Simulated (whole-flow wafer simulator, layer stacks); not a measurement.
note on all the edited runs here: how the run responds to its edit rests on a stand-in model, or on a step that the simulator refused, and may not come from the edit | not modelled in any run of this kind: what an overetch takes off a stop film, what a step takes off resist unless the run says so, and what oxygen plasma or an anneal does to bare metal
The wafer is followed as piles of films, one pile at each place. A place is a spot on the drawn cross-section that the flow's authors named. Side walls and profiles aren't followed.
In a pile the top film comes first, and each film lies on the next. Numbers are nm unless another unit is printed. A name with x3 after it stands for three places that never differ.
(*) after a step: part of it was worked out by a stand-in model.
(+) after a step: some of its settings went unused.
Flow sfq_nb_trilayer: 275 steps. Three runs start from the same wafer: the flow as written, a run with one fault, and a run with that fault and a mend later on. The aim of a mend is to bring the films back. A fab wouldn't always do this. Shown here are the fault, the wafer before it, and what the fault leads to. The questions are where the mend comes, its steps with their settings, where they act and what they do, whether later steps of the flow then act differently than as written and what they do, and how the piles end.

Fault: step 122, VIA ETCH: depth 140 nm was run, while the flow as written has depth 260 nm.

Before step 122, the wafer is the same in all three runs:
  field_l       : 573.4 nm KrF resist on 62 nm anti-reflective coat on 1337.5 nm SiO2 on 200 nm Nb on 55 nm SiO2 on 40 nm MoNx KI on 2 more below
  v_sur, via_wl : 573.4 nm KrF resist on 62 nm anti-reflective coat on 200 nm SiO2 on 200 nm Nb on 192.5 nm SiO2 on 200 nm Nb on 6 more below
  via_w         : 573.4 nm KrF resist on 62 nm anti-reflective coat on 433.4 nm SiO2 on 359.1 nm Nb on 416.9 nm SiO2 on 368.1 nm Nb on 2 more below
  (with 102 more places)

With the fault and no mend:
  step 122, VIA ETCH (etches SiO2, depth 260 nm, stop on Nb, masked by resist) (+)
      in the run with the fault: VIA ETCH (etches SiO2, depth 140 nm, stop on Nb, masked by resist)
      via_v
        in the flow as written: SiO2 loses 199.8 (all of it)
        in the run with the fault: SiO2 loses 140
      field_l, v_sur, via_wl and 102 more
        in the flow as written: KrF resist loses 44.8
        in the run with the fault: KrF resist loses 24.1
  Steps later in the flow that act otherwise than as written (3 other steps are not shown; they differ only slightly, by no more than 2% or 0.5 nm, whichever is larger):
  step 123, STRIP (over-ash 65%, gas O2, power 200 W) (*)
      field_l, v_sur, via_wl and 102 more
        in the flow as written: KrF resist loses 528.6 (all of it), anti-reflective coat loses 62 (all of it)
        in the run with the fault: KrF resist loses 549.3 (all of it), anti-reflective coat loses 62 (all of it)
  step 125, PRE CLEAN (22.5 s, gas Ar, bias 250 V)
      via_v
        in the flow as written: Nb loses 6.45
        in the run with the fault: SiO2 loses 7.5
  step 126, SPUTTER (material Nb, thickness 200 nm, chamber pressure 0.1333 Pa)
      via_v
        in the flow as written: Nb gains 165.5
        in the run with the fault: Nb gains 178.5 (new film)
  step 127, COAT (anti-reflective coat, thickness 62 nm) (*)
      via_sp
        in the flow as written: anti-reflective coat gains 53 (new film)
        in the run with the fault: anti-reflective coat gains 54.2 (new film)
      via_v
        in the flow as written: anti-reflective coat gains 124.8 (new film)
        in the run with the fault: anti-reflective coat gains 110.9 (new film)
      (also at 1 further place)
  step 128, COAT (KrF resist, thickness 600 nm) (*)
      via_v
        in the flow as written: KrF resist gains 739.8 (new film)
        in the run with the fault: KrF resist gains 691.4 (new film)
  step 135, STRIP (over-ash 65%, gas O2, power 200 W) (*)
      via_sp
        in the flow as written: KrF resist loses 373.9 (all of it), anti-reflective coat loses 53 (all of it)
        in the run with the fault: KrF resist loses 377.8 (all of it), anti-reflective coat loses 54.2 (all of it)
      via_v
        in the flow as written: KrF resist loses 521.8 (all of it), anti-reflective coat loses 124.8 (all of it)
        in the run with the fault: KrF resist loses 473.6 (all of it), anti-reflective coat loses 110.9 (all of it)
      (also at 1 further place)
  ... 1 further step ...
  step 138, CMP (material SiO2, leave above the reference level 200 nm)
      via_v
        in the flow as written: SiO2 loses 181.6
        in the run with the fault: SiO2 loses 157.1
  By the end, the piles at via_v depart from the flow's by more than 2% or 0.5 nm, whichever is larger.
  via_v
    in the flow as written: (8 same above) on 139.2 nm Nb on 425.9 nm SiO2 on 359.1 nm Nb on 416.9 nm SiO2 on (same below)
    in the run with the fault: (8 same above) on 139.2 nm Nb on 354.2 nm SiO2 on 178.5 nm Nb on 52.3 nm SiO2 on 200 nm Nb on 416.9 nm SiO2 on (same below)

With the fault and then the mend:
  After step 123 comes the mend.
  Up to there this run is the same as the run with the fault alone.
  step 123a, COAT (anti-reflective coat, thickness 62 nm) (*) (a further turn of the flow's step 115)
      p4_fl x3, p4_w1 x9, p4_g1 x2 and 63 more
        anti-reflective coat gains 62 (new film)
      r_sur, res, r_end and 7 more
        anti-reflective coat gains 61.8 (new film)
      c5j, ce_r, sp_r, be_r
        anti-reflective coat gains 61.7 (new film)
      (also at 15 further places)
  step 123b, COAT (KrF resist, thickness 650 nm) (*) (a further turn of the flow's step 116)
      p4_fl x3, p4_w1 x9, p4_g1 x2 and 63 more
        KrF resist gains 650 (new film)
      lsp_l, ln_m5, lsp_m, ln_m6, lsp_r, l0_sur, l0v
        KrF resist gains 649.7 (new film)
      r_end, moat, field_r
        KrF resist gains 649.6 (new film)
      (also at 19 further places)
  step 123c, SOFTBAKE (KrF resist) (a further turn of the flow's step 117)
      leaves every film unchanged at each place that is followed
  step 123d, EXPOSE (photomask I3, dose 11.91 mJ/cm2, NA 0.6, wavelength 248 nm) (*) (a further turn of the flow's step 118)
      leaves every film unchanged at each place that is followed
  step 123e, PEB (KrF resist, 90 s) (a further turn of the flow's step 119)
      ce_l, c5j, ce_r and 91 more
        KrF resist loses 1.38
      field_l, v_sur, via_wl and 8 more
        KrF resist loses 1.37
      via_v
        KrF resist loses 1.58
  step 123f, DEVELOP (KrF resist, thickness 650 nm, 60 s) (a further turn of the flow's step 120)
      field_l, v_sur, via_wl and 102 more
        KrF resist loses 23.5
      via_v
        KrF resist loses 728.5 (all of it)
  step 123g, VIA ETCH (etches anti-reflective coat, depth 125 nm, masked by resist) (+) (a further turn of the flow's step 121)
      field_l, v_sur, via_wl and 102 more
        KrF resist loses 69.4
      via_v
        anti-reflective coat loses 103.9 (all of it), SiO2 loses 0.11
  step 123h, VIA ETCH (etches SiO2, depth 120 nm, stop on Nb, masked by resist) (+) (a further turn of the flow's step 122, with different settings)
      field_l, via_wl, via_w and 100 more
        KrF resist loses 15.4
      v_sur, be
        KrF resist loses 15.5
      via_v
        SiO2 loses 59.7 (all of it)
  step 123i, STRIP (over-ash 65%, gas O2, power 200 W) (*) (a further turn of the flow's step 123)
      p4_fl x3, p4_w1 x9, p4_g1 x2 and 63 more
        KrF resist loses 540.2 (all of it), anti-reflective coat loses 62 (all of it)
      lsp_l, ln_m5, lsp_m, ln_m6, lsp_r
        KrF resist loses 539.9 (all of it), anti-reflective coat loses 61.8 (all of it)
      res, r_end, moat, field_r
        KrF resist loses 539.8 (all of it), anti-reflective coat loses 61.8 (all of it)
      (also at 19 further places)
  None of the later steps of the flow acts differently than as written at any place that is followed.
  The piles end the same as the flow's at every place that both follow.
